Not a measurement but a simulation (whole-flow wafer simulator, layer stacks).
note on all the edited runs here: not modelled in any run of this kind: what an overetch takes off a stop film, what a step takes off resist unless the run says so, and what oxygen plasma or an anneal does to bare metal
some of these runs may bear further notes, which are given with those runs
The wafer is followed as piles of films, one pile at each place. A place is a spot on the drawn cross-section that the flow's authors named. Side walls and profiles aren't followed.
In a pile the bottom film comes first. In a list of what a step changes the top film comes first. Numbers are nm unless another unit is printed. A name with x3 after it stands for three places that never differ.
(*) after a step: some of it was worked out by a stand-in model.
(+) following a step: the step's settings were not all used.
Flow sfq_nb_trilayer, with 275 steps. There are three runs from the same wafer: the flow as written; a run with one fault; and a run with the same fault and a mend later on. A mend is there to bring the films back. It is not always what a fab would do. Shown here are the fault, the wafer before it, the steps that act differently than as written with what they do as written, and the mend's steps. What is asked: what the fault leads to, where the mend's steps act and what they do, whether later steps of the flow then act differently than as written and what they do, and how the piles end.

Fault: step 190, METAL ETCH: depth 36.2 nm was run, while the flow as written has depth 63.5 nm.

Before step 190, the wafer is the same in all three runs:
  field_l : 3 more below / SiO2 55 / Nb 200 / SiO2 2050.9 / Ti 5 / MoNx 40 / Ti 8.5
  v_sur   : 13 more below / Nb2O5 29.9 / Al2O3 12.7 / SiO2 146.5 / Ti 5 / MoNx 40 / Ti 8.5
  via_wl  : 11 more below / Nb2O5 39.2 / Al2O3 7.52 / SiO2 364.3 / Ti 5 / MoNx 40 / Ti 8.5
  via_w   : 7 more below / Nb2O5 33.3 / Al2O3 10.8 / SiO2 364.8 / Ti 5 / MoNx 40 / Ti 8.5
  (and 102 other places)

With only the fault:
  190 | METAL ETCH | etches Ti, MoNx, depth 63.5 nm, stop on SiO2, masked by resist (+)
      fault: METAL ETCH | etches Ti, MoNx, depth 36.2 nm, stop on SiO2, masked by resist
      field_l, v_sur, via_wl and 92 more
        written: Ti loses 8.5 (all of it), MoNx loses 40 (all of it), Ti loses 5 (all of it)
        fault: Ti loses 8.5 (all of it), MoNx loses 27.7
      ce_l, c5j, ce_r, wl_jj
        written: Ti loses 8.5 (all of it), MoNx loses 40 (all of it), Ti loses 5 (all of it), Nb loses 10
        fault: Ti loses 8.5 (all of it), MoNx loses 27.7
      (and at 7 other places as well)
  Steps further on in the flow that do not act as written (not shown: 10 more steps that differ only slightly, by at most 2% or 0.5 nm, whichever is larger):
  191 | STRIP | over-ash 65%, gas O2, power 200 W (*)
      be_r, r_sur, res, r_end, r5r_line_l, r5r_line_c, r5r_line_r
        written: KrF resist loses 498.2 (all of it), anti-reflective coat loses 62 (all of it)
        fault: KrF resist loses 509.1 (all of it), anti-reflective coat loses 62 (all of it)
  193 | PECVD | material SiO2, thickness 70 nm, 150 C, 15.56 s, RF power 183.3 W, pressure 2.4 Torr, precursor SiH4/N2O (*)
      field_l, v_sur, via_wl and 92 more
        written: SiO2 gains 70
        fault: SiO2 gains 70 (new film)
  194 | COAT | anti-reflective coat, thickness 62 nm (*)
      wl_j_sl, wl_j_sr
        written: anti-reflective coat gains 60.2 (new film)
        fault: anti-reflective coat gains 62 (new film)
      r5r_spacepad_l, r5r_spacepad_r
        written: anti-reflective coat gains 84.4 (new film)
        fault: anti-reflective coat gains 76.9 (new film)
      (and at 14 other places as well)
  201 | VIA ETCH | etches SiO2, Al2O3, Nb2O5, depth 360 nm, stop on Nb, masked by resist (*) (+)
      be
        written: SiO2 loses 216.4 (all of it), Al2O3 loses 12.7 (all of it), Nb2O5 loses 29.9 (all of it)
        fault: SiO2 loses 69.8 (all of it), MoNx loses 12.3 (all of it), Ti loses 5 (all of it), SiO2 loses 146.5 (all of it), Al2O3 loses 12.7 (all of it), Nb2O5 loses 29.9 (all of it)
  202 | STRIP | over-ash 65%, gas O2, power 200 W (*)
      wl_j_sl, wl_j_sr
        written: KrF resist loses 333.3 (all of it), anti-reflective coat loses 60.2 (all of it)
        fault: KrF resist loses 333.2 (all of it), anti-reflective coat loses 62 (all of it)
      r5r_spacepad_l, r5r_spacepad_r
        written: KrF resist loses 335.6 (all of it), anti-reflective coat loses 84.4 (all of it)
        fault: KrF resist loses 334.9 (all of it), anti-reflective coat loses 76.9 (all of it)
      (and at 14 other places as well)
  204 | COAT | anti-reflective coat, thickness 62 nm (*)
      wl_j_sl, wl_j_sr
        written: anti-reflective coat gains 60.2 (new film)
        fault: anti-reflective coat gains 62 (new film)
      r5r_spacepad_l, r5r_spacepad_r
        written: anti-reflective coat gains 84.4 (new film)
        fault: anti-reflective coat gains 76.9 (new film)
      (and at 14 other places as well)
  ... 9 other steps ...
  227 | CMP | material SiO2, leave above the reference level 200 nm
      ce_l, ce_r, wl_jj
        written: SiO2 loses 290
        fault: SiO2 loses 300
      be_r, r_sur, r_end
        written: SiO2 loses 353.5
        fault: SiO2 loses 336.2
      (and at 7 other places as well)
  By the end, the piles at field_l, v_sur, via_wl and 103 more depart from the flow's by more than 2% or 0.5 nm, whichever is larger.
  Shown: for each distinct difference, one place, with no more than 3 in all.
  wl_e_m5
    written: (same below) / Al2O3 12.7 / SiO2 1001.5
    fault: (same below) / Al2O3 12.7 / SiO2 146.5 / Ti 5 / MoNx 12.3 / SiO2 855
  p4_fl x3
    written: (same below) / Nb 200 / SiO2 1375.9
    fault: (same below) / Nb 200 / SiO2 520.9 / Ti 5 / MoNx 12.3 / SiO2 855
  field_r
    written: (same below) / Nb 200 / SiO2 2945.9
    fault: (same below) / Nb 200 / SiO2 2090.9 / Ti 5 / MoNx 12.3 / SiO2 855

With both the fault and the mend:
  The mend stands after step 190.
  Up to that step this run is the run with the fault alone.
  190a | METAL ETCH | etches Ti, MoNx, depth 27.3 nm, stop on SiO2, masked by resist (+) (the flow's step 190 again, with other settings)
      field_l, v_sur, via_wl and 92 more
        MoNx loses 12.3 (all of it), Ti loses 5 (all of it)
      be_r, r_sur, res, r_end, r5r_line_l, r5r_line_c, r5r_line_r
        KrF resist loses 10.9
      ce_l, c5j, ce_r, wl_jj
        MoNx loses 12.3 (all of it), Ti loses 5 (all of it), Nb loses 10
  Every later step of the flow that is run acts as written at every place that is followed.
  The piles end the same as the flow's at every place that both follow.
